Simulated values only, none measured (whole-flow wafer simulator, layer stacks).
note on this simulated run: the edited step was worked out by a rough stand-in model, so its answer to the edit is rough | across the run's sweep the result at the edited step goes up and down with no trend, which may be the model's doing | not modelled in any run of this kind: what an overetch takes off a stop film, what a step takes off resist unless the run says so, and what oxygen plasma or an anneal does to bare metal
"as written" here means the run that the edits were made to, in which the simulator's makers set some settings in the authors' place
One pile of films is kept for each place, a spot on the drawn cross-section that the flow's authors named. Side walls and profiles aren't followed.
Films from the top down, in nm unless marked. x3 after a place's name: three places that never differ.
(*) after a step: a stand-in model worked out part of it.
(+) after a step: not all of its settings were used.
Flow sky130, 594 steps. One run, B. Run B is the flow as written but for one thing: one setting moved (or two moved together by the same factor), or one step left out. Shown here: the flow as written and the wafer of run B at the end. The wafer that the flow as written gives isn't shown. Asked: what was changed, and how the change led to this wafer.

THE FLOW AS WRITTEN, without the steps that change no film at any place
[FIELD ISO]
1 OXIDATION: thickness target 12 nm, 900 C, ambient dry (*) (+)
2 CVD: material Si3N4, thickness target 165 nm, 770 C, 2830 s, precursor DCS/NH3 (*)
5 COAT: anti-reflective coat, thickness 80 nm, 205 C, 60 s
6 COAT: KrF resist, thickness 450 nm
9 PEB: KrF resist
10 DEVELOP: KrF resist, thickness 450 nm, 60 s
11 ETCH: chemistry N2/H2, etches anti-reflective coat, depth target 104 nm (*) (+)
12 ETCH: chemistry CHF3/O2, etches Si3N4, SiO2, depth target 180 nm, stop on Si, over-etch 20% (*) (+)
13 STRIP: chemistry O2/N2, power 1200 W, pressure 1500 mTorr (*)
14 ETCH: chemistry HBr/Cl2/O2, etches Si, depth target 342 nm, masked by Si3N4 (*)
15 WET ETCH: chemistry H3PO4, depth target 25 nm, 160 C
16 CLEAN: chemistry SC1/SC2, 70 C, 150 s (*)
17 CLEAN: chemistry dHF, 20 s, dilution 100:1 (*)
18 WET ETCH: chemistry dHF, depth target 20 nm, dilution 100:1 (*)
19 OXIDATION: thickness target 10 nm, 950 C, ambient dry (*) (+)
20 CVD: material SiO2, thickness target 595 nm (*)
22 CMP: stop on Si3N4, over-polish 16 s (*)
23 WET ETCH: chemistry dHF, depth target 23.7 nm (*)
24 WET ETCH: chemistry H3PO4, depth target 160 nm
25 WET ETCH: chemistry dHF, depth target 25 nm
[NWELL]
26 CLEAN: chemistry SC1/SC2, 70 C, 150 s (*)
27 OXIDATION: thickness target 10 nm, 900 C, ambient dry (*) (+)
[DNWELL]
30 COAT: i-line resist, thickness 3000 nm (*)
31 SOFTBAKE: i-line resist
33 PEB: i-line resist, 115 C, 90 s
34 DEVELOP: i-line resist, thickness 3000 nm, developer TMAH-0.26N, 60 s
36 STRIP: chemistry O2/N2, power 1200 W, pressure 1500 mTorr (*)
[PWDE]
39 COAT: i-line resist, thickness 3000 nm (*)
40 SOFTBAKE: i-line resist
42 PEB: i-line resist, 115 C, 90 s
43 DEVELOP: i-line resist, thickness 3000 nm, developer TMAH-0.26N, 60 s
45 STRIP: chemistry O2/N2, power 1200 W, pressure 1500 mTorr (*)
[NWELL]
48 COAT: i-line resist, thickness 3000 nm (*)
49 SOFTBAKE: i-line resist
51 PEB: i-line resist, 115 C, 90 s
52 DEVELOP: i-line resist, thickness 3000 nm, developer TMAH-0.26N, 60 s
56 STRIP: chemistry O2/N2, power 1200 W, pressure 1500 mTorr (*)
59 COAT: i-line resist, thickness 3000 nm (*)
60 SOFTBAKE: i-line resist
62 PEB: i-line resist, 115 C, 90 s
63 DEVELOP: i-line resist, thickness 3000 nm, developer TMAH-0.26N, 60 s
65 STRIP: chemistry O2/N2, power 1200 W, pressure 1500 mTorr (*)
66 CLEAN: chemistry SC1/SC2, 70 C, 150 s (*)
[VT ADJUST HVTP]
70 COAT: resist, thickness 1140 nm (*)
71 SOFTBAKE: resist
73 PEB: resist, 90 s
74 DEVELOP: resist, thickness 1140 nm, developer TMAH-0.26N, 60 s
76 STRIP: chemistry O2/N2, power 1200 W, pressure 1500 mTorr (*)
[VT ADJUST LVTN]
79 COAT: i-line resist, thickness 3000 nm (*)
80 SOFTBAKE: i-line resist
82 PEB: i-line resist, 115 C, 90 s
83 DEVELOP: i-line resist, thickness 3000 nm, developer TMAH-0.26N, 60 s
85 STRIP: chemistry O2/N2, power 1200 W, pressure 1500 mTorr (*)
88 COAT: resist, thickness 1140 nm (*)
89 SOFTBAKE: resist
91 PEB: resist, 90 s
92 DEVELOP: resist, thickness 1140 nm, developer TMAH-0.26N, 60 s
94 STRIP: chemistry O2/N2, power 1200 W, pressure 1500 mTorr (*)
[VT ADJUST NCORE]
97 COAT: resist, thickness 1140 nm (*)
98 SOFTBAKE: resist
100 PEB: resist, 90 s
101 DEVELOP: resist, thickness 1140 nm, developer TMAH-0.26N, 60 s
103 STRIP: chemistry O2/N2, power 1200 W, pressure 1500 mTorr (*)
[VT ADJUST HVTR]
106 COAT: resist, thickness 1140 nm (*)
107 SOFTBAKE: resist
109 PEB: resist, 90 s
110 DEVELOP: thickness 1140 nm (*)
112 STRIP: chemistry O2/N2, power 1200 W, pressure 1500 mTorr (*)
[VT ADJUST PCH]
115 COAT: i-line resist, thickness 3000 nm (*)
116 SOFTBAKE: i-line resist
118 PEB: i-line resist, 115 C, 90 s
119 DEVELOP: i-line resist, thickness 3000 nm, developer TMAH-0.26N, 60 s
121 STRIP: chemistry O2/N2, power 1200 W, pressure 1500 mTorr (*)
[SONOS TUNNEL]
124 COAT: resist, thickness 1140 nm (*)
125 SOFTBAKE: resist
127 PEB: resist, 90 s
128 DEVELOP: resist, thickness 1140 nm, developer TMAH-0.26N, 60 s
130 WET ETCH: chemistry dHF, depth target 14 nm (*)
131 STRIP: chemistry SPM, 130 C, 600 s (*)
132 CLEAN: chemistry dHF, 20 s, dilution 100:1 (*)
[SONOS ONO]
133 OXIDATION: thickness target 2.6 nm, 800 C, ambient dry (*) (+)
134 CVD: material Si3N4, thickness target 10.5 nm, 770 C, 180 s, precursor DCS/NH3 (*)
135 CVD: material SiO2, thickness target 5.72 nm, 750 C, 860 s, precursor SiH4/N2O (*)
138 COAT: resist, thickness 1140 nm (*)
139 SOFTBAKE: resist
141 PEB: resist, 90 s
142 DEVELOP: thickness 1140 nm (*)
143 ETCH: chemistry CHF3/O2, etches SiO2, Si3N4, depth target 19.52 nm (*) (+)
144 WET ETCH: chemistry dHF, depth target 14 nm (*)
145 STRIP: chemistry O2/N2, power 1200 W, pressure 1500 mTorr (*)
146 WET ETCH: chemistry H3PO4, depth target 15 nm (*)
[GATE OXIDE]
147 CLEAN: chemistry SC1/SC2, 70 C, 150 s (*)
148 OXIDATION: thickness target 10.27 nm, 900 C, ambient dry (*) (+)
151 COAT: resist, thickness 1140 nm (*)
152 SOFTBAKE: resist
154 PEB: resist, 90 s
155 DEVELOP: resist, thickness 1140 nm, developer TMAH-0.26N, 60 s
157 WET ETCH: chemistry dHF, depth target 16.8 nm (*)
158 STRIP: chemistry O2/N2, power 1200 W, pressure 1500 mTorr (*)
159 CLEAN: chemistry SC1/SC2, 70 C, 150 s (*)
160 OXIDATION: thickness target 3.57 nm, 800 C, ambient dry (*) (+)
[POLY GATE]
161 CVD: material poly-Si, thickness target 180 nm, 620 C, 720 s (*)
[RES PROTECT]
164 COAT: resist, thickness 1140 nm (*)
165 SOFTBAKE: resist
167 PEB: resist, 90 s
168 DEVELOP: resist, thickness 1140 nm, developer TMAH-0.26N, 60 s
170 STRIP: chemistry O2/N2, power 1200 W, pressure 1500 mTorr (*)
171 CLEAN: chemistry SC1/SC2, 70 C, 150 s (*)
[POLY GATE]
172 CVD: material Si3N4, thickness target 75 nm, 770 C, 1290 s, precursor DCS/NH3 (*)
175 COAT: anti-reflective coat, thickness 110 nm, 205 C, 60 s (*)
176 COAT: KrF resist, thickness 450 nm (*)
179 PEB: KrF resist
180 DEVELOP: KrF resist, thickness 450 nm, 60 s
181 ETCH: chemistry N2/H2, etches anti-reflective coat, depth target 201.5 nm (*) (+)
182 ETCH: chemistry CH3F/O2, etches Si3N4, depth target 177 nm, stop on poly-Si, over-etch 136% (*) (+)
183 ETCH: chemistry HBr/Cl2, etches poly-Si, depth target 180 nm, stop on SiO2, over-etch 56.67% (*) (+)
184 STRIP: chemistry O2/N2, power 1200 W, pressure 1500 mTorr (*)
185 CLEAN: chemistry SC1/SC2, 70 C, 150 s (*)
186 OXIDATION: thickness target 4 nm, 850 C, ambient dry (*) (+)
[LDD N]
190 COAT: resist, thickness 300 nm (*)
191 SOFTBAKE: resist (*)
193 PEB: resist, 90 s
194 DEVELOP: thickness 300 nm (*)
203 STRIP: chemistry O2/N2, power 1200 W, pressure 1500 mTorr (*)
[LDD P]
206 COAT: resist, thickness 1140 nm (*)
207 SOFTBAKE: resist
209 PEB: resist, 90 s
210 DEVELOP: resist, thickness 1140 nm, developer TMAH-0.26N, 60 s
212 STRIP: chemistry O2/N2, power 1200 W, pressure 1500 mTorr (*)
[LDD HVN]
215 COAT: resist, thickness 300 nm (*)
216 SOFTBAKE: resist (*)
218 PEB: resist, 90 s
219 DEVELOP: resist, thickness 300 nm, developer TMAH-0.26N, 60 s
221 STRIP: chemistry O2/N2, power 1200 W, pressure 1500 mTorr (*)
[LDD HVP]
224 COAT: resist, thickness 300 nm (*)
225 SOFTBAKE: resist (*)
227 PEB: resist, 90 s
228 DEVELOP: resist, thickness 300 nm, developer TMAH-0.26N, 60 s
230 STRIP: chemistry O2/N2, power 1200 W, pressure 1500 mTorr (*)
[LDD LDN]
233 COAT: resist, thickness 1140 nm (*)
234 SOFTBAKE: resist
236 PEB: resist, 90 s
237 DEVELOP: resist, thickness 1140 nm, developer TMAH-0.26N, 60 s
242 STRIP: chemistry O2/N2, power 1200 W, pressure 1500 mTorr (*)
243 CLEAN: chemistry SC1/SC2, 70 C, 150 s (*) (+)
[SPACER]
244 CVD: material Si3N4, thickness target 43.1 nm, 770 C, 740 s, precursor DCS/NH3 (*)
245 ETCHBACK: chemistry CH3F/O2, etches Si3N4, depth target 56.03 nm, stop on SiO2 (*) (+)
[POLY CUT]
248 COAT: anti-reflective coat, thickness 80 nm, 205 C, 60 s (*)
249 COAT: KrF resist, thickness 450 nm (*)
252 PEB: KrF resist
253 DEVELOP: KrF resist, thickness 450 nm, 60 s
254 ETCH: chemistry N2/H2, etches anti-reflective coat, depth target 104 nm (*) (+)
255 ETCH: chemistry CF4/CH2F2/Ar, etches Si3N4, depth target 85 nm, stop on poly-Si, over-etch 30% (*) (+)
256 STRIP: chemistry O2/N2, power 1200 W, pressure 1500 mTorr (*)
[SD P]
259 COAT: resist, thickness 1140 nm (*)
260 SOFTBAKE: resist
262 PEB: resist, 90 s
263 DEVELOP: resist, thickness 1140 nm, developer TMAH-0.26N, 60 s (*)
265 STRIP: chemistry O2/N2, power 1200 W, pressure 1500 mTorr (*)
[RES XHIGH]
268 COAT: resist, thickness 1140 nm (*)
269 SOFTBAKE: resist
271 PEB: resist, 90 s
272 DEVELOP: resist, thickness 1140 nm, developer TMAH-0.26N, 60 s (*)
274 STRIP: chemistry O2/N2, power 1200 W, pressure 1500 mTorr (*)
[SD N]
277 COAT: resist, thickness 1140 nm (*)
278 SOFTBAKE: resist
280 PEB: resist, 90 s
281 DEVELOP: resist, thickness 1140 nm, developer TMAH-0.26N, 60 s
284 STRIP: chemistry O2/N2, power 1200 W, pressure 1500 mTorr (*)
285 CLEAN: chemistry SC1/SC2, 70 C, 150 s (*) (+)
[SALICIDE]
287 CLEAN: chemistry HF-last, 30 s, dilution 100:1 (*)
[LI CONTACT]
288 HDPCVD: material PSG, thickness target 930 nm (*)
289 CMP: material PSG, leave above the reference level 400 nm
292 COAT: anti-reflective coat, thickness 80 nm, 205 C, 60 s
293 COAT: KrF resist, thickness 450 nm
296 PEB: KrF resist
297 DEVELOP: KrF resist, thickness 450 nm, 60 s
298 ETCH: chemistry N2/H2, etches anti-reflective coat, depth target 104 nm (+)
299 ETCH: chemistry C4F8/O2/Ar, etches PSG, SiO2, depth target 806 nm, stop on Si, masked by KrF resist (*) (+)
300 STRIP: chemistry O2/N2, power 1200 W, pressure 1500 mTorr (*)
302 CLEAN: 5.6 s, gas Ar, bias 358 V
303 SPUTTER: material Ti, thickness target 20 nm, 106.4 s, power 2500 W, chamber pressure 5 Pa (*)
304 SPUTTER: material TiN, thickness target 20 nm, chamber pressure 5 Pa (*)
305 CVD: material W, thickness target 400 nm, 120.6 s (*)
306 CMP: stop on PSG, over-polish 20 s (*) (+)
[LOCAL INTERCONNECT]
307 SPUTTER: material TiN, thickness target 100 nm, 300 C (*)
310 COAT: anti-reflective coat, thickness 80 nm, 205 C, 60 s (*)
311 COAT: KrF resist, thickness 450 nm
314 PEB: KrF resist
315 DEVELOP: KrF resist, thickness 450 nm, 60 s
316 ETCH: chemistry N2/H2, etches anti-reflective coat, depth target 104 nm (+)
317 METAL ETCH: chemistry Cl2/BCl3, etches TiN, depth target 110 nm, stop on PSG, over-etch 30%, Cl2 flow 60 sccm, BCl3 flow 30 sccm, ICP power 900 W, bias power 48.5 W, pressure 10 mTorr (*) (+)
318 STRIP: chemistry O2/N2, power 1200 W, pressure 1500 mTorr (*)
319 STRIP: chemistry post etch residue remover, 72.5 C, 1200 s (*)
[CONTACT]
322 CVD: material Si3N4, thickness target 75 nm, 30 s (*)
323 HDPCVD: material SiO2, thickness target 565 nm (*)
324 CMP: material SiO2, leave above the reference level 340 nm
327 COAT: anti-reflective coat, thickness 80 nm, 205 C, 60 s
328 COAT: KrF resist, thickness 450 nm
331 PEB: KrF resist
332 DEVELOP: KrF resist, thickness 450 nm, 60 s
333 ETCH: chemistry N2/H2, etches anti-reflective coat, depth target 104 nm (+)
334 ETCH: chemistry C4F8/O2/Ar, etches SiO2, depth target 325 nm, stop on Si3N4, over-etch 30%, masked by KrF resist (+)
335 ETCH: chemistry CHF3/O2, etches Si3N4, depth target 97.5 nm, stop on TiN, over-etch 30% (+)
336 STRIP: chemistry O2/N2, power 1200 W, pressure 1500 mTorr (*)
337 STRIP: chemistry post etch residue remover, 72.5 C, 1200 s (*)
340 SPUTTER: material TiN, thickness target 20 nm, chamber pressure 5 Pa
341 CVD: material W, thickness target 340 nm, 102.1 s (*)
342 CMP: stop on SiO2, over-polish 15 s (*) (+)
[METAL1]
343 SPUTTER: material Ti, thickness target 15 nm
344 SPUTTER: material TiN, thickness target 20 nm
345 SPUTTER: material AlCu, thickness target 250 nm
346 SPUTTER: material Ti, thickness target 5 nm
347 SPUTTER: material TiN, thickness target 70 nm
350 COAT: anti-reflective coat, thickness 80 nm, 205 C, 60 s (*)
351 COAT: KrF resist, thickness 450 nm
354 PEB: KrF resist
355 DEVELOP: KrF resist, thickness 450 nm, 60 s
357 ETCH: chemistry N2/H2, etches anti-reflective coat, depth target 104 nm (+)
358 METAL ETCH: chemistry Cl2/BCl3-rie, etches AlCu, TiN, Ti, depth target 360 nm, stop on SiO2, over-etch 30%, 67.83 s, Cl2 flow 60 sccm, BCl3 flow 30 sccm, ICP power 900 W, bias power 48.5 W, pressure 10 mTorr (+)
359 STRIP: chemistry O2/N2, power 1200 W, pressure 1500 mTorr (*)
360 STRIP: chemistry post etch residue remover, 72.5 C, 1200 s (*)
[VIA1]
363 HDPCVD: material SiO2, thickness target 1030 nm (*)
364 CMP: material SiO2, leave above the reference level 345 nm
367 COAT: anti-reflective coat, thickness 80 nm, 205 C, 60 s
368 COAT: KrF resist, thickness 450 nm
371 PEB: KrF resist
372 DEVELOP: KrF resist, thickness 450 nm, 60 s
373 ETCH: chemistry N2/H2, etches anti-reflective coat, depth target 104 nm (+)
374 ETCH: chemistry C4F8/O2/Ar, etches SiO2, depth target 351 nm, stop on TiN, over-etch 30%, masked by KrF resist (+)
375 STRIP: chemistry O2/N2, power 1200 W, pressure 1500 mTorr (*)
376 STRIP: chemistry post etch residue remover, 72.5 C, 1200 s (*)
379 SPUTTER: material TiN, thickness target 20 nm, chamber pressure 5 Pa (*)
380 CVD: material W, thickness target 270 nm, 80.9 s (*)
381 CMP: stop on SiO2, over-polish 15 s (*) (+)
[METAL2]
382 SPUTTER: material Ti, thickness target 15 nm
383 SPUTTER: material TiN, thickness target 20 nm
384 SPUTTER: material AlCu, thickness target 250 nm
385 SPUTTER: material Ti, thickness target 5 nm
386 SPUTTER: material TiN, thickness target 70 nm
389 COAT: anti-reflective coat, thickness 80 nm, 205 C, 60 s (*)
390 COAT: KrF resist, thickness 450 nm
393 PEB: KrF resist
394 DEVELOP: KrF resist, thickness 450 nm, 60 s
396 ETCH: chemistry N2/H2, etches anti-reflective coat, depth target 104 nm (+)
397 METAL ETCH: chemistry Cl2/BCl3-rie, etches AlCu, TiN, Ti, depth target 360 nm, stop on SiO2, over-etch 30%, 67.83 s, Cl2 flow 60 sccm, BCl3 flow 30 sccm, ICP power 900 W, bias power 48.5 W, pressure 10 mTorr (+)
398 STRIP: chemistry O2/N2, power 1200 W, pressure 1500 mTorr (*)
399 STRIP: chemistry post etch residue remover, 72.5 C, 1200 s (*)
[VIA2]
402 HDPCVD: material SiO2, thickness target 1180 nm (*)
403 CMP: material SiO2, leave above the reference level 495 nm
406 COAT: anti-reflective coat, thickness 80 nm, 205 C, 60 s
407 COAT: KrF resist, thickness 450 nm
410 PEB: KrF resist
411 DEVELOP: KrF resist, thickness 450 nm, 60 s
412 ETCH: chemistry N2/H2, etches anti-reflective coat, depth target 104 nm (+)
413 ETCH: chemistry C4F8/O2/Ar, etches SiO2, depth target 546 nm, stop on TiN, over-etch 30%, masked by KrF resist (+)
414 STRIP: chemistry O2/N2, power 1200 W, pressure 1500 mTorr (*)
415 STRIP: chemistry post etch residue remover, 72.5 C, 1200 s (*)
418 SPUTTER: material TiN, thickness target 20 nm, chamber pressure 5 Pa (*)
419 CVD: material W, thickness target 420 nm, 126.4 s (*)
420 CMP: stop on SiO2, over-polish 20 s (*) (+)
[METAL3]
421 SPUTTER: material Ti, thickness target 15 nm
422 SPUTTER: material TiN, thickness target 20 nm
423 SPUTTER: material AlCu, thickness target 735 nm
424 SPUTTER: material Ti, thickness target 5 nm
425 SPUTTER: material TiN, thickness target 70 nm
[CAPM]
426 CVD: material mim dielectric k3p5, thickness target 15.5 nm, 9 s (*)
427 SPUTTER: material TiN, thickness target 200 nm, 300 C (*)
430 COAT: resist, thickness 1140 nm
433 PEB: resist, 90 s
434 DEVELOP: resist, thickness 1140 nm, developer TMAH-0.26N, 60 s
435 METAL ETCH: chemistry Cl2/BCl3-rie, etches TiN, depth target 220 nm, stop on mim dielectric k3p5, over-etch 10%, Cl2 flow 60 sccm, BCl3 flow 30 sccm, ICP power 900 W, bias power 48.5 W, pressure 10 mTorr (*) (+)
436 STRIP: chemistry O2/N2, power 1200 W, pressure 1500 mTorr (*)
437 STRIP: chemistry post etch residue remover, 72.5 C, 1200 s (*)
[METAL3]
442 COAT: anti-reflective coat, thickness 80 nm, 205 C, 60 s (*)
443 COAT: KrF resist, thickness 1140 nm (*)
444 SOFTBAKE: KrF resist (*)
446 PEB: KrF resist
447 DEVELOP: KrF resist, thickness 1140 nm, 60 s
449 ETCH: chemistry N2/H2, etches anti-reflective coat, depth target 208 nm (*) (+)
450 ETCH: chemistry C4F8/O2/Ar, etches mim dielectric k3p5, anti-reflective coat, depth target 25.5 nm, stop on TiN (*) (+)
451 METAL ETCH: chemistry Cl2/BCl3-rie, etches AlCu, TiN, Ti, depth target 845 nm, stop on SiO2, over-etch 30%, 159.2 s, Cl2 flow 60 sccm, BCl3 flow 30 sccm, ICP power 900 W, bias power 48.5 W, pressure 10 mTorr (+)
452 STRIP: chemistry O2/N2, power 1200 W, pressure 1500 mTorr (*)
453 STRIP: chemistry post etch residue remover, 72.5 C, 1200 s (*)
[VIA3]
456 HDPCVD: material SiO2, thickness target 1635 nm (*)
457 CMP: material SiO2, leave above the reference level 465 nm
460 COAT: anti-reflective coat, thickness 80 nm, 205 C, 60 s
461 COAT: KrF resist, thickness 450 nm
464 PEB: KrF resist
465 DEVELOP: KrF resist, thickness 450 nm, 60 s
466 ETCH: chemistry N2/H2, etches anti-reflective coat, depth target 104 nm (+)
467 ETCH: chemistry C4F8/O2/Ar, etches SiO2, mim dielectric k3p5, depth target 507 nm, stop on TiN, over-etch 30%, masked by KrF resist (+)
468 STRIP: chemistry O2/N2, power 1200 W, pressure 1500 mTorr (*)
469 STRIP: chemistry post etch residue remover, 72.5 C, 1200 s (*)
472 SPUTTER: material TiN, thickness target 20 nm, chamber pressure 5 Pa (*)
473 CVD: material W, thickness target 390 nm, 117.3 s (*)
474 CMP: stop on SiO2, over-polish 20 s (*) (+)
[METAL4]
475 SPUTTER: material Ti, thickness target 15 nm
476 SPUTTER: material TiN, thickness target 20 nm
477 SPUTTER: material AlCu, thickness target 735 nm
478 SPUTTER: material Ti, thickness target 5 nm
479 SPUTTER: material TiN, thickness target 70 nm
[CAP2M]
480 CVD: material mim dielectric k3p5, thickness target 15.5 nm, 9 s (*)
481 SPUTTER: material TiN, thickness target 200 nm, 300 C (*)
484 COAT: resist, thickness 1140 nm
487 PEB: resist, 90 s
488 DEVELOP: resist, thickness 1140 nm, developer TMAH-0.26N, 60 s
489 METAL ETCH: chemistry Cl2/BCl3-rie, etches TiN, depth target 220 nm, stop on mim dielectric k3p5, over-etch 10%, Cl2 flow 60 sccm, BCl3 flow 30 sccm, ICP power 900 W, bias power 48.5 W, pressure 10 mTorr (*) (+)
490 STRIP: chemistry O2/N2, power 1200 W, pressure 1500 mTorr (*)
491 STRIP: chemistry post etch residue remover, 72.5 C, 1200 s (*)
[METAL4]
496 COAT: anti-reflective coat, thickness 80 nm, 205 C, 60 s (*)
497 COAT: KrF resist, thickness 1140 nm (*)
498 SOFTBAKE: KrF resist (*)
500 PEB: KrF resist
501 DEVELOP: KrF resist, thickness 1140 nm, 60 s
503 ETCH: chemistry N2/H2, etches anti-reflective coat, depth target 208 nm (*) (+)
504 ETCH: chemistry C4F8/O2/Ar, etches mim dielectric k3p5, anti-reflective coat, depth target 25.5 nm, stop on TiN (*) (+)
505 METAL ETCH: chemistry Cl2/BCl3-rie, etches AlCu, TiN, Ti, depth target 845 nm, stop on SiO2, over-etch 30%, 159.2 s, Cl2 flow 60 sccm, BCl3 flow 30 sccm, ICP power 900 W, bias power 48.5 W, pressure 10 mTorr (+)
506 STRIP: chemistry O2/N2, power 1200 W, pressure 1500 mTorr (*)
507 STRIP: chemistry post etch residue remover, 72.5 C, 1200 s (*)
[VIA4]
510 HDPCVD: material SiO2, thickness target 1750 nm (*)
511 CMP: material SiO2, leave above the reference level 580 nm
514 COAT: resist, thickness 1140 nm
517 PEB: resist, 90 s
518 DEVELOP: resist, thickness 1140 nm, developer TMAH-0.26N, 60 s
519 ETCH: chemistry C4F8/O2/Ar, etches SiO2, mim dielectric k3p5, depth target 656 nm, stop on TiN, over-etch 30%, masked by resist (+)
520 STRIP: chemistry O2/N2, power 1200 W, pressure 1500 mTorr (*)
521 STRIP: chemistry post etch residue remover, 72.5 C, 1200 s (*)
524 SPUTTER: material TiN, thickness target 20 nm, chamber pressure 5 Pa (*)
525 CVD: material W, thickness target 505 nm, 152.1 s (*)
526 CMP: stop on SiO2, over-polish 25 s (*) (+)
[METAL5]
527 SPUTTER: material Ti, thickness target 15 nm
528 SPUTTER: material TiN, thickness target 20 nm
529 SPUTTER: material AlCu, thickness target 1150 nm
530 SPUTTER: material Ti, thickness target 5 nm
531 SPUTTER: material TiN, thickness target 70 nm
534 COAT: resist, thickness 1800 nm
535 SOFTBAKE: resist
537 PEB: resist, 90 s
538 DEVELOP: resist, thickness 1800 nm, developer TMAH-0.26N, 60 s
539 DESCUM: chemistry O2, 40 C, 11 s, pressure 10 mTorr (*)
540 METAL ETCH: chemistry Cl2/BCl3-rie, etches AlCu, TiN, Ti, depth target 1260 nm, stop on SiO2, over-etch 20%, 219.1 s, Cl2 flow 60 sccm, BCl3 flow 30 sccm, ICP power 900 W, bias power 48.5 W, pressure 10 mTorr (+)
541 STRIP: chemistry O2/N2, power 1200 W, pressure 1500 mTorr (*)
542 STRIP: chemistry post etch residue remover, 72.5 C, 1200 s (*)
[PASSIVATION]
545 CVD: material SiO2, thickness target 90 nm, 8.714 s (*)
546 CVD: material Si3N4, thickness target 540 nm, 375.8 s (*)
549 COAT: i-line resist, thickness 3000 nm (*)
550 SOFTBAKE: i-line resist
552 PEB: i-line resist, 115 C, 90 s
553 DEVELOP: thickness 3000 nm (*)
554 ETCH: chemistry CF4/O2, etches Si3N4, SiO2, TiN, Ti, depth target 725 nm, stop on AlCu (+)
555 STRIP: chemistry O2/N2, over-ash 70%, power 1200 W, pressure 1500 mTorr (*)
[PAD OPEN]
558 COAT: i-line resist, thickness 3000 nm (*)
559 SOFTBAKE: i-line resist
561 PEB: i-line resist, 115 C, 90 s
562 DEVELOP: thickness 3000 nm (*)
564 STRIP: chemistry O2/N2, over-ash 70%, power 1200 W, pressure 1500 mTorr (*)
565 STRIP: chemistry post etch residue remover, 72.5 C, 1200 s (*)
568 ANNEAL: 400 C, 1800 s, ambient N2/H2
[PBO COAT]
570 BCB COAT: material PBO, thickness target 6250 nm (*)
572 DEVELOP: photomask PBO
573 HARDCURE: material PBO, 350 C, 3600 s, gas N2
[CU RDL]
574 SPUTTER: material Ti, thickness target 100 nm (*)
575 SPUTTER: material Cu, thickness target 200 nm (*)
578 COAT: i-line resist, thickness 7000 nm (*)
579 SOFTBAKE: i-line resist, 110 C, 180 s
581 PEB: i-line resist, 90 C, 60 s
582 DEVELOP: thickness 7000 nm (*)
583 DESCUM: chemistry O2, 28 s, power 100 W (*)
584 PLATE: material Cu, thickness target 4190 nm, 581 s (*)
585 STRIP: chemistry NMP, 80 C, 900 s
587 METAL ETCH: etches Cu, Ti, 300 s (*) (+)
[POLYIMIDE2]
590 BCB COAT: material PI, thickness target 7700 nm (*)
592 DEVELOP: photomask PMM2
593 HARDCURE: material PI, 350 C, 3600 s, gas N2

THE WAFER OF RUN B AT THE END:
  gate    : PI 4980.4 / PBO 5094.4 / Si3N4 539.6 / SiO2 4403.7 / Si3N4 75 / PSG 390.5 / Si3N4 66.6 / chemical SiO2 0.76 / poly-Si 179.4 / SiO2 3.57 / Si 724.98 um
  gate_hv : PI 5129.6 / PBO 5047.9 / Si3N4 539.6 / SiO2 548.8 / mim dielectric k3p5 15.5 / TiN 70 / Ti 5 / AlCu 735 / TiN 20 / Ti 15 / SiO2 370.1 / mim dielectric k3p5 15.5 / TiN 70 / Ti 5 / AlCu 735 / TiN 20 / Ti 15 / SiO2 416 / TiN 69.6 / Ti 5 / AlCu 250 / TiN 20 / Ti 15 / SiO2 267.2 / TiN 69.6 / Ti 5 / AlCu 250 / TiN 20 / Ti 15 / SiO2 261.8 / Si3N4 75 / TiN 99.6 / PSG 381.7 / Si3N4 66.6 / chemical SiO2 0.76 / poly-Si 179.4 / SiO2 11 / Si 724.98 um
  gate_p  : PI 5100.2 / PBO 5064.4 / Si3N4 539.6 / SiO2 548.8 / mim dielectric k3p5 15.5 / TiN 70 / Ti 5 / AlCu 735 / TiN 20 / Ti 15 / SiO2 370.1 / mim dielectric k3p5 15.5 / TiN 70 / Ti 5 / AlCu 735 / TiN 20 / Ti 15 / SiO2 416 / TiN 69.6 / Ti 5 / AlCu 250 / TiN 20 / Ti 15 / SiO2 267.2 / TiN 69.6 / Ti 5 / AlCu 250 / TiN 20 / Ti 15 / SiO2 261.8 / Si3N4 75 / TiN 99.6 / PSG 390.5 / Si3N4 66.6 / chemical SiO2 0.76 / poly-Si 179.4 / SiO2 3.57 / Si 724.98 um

The cause: step 245, ETCHBACK: depth target 50.43 nm was run, where the flow has depth target 56.03 nm.

How the change led to this, step by step:
  245 ETCHBACK: chemistry CH3F/O2, etches Si3N4, depth target 56.03 nm, stop on SiO2 (*) (+)
      n_well, gate, gate_hv and 74 more: Si3N4 -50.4 (as written it would be: Si3N4 -56)
  248 COAT: anti-reflective coat, thickness 80 nm, 205 C, 60 s (*)
      active_p, active_p_hvt: anti-reflective coat +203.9 (new film) (as written it would be: anti-reflective coat +199.6 (new film))
      active: anti-reflective coat +217.4 (new film) (as written it would be: anti-reflective coat +212.8 (new film))
      (and at 34 more places)
  254 ETCH: chemistry N2/H2, etches anti-reflective coat, depth target 104 nm (*) (+)
      rxpo_ln: anti-reflective coat -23 (all of it), Si3N4 -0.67 (as written it would be: anti-reflective coat -22.4 (all of it), Si3N4 -0.69)
  255 ETCH: chemistry CF4/CH2F2/Ar, etches Si3N4, depth target 85 nm, stop on poly-Si, over-etch 30% (*) (+)
      field, active, n_well and 180 more: KrF resist -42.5 (as written it would be: KrF resist -40.7)
      rpo_wd, rxpo_wd: Si3N4 -67.2 (all of it), chemical SiO2 -0.75 (all of it) (as written it would be: Si3N4 -61.6 (all of it), chemical SiO2 -0.75 (all of it))
      (and at 5 more places)
  256 STRIP: chemistry O2/N2, power 1200 W, pressure 1500 mTorr (*)
      active: KrF resist -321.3 (all of it), anti-reflective coat -217.4 (all of it) (as written it would be: KrF resist -325.2 (all of it), anti-reflective coat -212.8 (all of it))
      n_well: KrF resist -256.3 (all of it), anti-reflective coat -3 (all of it) (as written it would be: KrF resist -262.3 (all of it), anti-reflective coat -3 (all of it))
      (and at 39 more places)
  306 CMP: stop on PSG, over-polish 20 s (*) (+)
      poly_licon: W -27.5 (as written it would be: W -33.1)
